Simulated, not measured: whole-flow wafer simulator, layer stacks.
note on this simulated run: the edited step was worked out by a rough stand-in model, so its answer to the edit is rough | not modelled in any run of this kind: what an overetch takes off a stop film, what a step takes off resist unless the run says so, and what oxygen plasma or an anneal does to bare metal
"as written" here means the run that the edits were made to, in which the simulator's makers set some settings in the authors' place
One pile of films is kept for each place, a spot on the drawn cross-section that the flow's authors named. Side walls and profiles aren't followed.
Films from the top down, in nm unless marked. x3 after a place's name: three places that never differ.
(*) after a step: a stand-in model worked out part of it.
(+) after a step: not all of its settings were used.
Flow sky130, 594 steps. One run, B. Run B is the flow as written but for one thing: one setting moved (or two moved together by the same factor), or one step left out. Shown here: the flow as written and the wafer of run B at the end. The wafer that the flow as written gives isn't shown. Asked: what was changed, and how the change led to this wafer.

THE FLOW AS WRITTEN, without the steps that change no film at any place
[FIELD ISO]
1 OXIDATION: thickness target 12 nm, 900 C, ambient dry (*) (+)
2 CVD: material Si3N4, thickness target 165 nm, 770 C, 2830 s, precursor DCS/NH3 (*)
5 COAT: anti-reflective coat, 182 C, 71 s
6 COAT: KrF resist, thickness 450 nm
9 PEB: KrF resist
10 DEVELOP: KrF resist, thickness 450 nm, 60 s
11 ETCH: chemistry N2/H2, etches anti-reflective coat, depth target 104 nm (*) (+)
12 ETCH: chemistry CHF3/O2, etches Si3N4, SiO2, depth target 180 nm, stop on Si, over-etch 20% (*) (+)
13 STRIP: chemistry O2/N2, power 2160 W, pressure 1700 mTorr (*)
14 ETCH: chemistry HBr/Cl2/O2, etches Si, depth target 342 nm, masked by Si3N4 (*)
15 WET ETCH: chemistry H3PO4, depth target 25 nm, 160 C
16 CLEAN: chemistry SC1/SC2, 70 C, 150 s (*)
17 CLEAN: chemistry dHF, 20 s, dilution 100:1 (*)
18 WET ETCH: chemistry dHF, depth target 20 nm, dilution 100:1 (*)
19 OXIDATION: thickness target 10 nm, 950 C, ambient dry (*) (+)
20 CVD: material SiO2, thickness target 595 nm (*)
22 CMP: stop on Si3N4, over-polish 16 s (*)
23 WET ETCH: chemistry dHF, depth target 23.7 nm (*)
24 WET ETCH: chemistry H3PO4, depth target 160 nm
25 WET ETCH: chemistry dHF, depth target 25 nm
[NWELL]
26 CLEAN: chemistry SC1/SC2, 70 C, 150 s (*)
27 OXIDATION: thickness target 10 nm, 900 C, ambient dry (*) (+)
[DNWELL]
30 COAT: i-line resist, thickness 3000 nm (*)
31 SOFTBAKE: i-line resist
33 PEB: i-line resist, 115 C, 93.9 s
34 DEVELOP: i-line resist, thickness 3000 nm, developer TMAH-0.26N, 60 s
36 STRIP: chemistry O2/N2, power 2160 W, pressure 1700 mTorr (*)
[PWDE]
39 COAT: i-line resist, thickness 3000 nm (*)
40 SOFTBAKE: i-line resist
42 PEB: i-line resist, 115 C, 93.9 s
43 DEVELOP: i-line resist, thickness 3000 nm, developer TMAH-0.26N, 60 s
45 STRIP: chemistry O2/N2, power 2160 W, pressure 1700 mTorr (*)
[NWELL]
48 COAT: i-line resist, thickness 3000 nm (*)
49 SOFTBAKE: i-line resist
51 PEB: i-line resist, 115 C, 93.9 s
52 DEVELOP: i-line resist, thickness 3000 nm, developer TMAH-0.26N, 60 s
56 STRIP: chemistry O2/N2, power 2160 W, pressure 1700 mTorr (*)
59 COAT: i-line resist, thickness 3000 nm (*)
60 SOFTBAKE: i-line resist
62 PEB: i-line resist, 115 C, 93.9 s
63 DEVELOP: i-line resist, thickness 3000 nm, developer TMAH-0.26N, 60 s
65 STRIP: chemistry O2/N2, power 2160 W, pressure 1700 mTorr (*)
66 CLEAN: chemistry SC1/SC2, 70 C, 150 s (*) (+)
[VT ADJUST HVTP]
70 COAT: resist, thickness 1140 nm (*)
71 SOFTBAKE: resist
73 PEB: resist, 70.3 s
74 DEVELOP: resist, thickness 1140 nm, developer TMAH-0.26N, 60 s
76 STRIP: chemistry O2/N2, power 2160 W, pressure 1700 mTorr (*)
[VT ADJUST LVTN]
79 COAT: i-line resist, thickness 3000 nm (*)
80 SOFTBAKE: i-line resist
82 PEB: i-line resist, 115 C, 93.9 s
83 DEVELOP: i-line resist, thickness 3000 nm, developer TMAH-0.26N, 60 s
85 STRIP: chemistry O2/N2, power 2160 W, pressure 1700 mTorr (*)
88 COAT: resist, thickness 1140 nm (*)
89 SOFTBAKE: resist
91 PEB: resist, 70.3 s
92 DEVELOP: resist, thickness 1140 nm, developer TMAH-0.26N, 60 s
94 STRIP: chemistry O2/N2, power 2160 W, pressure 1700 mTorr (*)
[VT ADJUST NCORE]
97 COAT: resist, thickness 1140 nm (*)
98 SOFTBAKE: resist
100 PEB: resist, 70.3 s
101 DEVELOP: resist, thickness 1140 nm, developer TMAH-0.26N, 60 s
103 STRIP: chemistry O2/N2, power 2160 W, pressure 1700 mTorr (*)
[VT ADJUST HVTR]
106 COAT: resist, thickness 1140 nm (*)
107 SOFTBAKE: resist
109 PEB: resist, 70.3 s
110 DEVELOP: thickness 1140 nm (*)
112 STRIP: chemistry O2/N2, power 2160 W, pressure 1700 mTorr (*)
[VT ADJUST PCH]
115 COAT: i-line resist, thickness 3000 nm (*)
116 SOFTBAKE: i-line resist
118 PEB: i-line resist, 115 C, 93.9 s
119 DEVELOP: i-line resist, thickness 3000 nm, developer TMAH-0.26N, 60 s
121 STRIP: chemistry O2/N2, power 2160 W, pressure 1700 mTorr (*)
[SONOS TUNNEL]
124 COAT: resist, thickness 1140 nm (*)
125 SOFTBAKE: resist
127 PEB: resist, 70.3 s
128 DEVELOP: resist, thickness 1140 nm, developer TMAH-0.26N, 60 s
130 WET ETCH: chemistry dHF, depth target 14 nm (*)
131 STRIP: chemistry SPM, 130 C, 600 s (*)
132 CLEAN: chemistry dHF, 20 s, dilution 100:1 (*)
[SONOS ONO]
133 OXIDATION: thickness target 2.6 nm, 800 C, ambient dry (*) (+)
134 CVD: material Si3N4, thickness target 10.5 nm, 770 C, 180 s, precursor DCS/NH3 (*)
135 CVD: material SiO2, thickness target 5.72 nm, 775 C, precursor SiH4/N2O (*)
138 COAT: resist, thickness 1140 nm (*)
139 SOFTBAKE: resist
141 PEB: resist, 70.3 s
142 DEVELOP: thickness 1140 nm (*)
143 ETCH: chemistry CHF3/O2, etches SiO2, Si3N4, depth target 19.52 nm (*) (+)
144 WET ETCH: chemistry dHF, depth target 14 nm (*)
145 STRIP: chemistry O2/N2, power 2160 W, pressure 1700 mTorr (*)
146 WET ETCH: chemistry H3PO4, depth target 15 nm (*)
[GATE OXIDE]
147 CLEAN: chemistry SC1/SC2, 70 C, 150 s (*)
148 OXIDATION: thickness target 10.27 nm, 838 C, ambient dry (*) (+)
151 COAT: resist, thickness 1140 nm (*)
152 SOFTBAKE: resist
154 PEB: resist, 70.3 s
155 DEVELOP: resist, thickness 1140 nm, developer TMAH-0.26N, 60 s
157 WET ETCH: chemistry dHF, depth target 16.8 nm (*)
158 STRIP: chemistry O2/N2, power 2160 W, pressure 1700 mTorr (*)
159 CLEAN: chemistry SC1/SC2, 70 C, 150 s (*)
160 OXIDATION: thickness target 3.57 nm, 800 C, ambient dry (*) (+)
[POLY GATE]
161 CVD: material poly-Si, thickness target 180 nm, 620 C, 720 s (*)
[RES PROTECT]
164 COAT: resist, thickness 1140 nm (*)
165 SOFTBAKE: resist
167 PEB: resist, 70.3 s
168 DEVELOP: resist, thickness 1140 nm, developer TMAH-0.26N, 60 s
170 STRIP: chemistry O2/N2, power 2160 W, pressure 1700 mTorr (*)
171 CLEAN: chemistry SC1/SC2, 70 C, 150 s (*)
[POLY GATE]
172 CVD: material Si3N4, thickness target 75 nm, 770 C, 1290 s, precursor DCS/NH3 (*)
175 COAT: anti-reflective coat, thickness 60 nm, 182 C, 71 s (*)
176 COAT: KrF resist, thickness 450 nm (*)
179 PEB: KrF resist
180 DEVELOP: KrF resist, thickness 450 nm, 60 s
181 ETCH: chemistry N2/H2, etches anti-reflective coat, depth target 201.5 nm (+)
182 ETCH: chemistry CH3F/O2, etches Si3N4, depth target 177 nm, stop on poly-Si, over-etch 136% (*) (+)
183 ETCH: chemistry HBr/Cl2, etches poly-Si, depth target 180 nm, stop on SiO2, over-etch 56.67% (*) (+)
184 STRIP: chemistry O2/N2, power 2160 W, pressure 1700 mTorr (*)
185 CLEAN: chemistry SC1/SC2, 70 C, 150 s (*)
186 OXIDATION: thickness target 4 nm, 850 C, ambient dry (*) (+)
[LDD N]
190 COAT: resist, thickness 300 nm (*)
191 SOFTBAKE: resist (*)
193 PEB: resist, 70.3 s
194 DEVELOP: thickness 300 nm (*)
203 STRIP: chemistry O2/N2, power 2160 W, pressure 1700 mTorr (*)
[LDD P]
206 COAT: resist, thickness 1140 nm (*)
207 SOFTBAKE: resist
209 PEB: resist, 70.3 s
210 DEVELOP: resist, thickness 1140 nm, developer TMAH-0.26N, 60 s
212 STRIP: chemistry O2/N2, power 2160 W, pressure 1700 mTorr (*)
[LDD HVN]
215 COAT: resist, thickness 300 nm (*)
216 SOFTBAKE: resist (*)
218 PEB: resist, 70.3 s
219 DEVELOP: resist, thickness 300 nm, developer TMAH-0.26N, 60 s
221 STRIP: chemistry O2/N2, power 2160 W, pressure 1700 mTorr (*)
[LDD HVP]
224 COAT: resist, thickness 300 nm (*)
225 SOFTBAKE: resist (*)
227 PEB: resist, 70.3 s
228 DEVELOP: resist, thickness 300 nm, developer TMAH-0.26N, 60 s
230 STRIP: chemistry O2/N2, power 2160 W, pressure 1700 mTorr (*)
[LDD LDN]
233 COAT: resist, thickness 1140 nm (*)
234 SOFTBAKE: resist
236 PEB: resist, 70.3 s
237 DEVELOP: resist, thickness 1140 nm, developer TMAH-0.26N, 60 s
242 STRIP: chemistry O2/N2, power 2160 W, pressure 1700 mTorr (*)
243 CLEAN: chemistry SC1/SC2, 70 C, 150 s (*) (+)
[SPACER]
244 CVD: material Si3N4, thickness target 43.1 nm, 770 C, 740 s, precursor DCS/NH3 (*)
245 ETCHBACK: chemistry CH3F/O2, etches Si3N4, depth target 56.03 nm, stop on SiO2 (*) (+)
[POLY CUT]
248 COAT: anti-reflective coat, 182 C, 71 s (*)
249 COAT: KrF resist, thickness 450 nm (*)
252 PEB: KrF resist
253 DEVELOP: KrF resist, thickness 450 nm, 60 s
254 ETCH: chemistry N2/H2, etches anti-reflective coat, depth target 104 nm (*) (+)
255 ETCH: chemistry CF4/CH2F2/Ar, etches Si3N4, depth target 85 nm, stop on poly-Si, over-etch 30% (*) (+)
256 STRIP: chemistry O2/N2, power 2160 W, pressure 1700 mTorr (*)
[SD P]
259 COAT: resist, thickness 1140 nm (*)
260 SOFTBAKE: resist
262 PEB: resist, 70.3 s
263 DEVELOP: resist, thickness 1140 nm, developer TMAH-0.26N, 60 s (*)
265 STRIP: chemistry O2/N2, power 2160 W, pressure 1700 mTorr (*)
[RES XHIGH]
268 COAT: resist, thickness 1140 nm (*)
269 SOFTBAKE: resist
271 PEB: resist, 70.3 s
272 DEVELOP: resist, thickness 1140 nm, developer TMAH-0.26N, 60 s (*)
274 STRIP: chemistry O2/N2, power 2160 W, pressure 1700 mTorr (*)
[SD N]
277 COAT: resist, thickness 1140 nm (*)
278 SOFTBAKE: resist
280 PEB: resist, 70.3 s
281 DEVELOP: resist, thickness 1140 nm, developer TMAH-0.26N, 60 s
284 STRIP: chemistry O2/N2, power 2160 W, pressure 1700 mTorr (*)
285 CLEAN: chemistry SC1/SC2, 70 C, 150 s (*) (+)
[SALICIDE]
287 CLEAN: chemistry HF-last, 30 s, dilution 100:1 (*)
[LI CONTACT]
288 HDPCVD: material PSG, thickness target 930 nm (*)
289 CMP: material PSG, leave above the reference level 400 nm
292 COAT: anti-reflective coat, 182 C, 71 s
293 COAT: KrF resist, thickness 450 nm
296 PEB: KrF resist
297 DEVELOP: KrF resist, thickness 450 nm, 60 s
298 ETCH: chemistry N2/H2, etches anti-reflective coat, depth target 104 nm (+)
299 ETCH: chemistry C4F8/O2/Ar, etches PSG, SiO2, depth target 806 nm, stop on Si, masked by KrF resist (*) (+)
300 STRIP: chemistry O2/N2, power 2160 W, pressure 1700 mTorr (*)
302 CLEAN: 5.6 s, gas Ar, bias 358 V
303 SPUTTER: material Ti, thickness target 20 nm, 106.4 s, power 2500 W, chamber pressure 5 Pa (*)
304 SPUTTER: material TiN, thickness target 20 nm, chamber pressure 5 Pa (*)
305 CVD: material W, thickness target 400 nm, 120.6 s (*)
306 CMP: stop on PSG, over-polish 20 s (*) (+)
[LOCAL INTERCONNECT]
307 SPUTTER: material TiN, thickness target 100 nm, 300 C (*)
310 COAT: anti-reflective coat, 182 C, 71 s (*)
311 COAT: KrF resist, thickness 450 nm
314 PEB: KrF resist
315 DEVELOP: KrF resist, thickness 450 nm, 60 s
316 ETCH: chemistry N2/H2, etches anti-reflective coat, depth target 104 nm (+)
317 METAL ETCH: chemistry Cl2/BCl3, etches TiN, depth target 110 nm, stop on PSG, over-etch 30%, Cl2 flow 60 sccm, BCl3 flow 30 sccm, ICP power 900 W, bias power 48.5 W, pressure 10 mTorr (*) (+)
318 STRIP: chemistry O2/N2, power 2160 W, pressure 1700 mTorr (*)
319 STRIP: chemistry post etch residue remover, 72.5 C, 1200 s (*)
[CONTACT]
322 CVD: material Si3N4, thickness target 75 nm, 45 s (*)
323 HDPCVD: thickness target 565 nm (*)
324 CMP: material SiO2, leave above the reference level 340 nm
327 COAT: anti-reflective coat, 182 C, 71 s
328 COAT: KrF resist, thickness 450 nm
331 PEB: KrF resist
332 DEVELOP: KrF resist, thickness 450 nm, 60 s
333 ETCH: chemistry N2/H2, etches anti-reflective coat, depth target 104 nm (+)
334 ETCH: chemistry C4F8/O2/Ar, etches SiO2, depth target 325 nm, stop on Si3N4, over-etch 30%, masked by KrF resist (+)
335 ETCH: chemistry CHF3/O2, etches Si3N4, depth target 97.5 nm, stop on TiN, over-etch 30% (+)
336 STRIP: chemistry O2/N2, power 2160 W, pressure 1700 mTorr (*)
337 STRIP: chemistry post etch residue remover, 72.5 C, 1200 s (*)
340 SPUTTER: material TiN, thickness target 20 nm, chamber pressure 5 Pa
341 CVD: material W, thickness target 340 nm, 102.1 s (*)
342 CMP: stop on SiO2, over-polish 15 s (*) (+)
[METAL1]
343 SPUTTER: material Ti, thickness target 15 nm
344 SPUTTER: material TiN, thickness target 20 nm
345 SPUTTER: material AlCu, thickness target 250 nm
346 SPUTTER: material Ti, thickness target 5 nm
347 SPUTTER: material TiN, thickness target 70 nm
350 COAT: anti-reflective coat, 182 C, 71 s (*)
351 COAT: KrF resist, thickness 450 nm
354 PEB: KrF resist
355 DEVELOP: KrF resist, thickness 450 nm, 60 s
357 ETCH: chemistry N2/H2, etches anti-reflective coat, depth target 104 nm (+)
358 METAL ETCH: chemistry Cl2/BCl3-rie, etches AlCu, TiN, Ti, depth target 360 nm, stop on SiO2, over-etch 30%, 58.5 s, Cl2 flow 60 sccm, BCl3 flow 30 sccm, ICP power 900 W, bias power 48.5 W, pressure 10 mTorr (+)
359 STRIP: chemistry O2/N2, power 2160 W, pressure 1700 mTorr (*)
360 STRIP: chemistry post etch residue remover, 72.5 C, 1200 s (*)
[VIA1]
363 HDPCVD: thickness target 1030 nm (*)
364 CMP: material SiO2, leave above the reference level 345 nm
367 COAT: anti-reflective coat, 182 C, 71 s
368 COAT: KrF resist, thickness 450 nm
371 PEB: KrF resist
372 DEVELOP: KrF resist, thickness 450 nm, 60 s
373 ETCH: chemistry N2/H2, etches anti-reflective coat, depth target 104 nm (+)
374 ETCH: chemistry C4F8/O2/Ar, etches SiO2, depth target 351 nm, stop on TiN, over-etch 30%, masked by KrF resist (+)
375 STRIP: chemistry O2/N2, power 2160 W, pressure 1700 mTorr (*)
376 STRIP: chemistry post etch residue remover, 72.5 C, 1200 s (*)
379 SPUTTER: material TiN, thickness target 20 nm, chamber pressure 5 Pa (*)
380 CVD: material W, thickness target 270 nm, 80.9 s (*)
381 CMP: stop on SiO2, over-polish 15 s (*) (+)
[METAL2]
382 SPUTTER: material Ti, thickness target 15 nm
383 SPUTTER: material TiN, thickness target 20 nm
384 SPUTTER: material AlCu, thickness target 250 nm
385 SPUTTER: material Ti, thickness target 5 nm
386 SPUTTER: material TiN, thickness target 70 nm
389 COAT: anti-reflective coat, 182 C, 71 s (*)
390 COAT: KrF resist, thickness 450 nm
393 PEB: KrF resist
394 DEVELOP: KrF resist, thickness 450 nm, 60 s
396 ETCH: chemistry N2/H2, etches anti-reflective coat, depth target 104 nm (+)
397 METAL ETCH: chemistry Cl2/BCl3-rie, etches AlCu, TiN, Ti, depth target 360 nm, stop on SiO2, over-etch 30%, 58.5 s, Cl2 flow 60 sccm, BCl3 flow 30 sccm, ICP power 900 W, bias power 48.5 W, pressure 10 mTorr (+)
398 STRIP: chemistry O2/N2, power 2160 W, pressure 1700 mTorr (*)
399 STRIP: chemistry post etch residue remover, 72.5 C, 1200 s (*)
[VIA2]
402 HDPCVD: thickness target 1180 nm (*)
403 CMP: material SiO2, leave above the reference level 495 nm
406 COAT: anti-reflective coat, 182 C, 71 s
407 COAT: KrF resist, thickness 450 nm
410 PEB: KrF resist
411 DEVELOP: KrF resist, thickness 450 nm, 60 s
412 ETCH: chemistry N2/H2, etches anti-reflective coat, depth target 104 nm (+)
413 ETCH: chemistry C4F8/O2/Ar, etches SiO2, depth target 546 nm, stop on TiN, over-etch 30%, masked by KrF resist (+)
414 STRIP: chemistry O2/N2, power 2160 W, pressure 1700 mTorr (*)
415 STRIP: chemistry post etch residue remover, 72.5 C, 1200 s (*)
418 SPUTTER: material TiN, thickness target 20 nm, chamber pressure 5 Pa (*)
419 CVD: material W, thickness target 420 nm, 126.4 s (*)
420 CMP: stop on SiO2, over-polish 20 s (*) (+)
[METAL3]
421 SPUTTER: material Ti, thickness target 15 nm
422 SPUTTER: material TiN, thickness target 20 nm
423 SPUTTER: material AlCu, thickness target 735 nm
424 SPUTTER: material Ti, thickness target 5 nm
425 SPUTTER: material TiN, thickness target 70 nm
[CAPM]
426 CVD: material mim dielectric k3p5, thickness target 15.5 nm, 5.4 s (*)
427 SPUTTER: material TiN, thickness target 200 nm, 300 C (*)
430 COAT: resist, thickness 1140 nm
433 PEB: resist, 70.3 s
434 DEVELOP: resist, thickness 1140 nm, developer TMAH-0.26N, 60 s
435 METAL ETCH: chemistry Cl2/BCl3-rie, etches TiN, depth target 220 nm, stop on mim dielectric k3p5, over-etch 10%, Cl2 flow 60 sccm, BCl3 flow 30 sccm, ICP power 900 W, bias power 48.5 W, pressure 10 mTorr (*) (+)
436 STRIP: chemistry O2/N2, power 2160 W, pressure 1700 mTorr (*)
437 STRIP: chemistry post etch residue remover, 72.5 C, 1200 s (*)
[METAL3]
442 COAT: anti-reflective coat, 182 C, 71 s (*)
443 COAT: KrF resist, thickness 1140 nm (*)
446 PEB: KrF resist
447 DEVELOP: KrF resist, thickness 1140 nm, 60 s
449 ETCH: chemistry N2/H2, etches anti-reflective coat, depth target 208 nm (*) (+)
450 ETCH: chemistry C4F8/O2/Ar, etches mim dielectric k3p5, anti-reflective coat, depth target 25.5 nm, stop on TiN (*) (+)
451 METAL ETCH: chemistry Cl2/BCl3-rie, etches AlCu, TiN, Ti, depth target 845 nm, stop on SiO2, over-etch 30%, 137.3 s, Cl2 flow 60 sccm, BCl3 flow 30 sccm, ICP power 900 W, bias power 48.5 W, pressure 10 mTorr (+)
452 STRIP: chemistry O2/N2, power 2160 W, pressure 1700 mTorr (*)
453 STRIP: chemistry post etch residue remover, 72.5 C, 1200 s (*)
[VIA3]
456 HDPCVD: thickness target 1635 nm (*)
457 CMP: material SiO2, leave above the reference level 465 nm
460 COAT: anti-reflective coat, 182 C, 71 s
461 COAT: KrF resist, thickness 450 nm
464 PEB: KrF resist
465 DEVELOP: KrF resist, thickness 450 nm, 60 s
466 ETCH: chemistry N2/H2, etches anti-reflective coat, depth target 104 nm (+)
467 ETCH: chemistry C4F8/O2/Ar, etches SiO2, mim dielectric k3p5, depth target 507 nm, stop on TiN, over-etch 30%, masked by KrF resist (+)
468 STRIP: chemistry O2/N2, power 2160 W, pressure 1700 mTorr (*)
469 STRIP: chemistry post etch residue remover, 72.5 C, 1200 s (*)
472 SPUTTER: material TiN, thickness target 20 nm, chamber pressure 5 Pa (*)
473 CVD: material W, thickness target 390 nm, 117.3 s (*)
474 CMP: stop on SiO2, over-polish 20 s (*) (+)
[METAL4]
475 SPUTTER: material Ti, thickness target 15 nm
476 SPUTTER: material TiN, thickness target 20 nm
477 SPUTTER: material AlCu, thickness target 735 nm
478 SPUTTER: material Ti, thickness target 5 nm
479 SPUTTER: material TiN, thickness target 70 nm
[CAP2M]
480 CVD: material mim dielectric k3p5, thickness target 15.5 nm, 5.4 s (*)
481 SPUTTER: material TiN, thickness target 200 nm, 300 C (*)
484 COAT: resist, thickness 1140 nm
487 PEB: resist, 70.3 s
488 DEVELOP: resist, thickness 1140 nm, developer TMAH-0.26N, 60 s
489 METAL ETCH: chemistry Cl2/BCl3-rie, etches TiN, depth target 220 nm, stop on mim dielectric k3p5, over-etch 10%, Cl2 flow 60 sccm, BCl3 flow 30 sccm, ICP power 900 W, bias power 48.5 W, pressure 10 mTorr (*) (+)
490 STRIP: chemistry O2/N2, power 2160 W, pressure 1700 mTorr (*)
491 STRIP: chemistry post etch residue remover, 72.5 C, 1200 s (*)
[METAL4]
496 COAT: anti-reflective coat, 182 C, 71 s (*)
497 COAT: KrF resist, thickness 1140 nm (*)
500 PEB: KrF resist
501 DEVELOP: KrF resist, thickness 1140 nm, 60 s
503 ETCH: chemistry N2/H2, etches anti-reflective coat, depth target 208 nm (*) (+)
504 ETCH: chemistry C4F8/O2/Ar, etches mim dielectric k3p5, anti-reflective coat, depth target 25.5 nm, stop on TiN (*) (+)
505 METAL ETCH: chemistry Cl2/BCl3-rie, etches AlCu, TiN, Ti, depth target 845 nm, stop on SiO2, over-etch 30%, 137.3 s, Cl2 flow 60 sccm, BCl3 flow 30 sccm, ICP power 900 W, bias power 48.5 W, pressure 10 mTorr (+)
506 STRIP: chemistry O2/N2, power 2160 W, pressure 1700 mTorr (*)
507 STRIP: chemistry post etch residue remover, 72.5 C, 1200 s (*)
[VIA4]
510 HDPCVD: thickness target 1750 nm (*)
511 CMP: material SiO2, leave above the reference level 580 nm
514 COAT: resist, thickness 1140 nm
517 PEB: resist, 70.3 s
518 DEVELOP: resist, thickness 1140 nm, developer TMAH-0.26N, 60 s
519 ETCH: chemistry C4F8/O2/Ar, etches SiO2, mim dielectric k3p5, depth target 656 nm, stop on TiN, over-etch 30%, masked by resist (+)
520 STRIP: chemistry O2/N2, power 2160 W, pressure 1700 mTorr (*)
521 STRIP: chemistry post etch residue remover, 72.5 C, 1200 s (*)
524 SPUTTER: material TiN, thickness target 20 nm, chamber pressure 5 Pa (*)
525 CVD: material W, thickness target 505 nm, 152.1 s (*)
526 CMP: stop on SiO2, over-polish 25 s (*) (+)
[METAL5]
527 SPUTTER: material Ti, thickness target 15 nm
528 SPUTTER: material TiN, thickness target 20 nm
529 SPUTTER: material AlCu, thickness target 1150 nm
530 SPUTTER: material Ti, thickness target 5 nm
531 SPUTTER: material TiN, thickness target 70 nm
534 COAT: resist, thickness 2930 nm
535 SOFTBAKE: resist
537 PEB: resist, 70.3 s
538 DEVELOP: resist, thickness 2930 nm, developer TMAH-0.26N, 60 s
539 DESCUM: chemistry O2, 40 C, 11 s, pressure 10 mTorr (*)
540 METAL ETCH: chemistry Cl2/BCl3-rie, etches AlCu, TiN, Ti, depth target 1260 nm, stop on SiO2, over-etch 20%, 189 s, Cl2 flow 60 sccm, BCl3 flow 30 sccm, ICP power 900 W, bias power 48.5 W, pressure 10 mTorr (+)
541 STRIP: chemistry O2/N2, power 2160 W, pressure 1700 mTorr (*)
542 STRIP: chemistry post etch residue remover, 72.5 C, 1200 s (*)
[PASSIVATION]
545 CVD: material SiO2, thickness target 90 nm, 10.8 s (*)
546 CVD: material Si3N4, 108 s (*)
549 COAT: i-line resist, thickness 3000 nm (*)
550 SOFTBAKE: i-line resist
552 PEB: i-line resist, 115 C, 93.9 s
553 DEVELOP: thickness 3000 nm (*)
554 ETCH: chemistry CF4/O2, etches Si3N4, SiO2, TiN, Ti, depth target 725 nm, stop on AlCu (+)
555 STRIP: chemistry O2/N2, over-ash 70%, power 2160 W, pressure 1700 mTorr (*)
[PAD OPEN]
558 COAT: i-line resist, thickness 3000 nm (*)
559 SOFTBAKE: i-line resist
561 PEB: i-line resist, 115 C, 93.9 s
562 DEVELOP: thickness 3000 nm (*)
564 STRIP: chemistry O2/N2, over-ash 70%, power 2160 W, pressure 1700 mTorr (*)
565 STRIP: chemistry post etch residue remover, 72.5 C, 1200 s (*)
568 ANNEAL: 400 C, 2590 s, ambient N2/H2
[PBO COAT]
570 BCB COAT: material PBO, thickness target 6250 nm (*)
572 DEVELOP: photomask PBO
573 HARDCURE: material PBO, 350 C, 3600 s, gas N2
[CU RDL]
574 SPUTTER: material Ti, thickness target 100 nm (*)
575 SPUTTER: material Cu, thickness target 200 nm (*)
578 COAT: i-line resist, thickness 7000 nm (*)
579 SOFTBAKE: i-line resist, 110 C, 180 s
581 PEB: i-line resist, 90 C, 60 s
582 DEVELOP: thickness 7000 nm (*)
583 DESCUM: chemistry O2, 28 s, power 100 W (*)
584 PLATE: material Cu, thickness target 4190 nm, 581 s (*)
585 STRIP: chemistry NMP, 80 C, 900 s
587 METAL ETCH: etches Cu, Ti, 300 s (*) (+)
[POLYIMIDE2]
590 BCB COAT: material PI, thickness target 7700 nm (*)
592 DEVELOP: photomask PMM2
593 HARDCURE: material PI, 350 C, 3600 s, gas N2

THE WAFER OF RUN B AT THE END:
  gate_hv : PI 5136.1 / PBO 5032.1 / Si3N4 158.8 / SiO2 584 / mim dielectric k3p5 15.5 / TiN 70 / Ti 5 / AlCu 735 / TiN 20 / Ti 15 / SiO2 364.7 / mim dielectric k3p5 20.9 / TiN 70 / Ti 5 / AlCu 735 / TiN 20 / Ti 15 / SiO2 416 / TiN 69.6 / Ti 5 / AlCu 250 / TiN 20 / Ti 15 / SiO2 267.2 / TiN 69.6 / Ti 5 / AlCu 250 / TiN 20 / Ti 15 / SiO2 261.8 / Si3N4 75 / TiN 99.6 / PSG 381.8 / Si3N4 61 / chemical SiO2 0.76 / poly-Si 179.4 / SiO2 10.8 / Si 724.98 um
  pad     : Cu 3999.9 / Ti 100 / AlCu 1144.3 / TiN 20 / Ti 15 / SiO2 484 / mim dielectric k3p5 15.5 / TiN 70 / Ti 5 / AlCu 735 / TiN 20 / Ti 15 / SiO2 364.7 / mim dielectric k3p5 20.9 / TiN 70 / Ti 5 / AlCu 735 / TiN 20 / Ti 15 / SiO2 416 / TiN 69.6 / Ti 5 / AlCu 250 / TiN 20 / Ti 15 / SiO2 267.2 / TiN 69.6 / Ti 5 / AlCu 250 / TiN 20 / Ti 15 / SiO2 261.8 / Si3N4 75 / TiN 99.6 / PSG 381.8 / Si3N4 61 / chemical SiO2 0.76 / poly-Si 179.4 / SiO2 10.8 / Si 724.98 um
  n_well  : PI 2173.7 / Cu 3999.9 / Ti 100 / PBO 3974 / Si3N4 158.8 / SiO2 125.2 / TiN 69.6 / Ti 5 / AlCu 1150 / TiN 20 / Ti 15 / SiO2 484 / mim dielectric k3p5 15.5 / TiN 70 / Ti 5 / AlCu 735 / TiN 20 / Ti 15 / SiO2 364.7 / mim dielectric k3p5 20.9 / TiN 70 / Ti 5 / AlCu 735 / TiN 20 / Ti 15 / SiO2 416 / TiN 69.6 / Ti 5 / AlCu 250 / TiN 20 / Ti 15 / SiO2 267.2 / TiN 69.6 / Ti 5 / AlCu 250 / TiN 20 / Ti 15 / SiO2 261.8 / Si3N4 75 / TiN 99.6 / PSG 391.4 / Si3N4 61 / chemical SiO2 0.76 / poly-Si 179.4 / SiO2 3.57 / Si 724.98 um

The cause: step 426, CVD: thickness target 20.9 nm was run, where the flow has thickness target 15.5 nm; step 426, CVD: 7.29 s was run, where the flow has 5.4 s.
It can be read off the wafer: gate_hv has mim dielectric k3p5 20.9, and step 426 as written asks for 15.5 nm.

How the change led to this, step by step:
  426 CVD: material mim dielectric k3p5, thickness target 15.5 nm, 5.4 s (*)
      field, active, n_well and 188 more: mim dielectric k3p5 +20.9 (new film) (as written it would be: mim dielectric k3p5 +15.5 (new film))
  450 ETCH: chemistry C4F8/O2/Ar, etches mim dielectric k3p5, anti-reflective coat, depth target 25.5 nm, stop on TiN (*) (+)
      n_well, p_well, gate_hv and 104 more: KrF resist -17 (as written it would be: KrF resist -15.5)
      field, active, gate and 82 more: mim dielectric k3p5 -20.9 (all of it) (as written it would be: mim dielectric k3p5 -15.5 (all of it))
  467 ETCH: chemistry C4F8/O2/Ar, etches SiO2, mim dielectric k3p5, depth target 507 nm, stop on TiN, over-etch 30%, masked by KrF resist (+)
      m1: SiO2 -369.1 (all of it), mim dielectric k3p5 -20.9 (all of it) (as written it would be: SiO2 -374.5 (all of it), mim dielectric k3p5 -15.5 (all of it))
      via3_hole: SiO2 -368.5 (all of it), mim dielectric k3p5 -20.9 (all of it) (as written it would be: SiO2 -373.9 (all of it), mim dielectric k3p5 -15.5 (all of it))
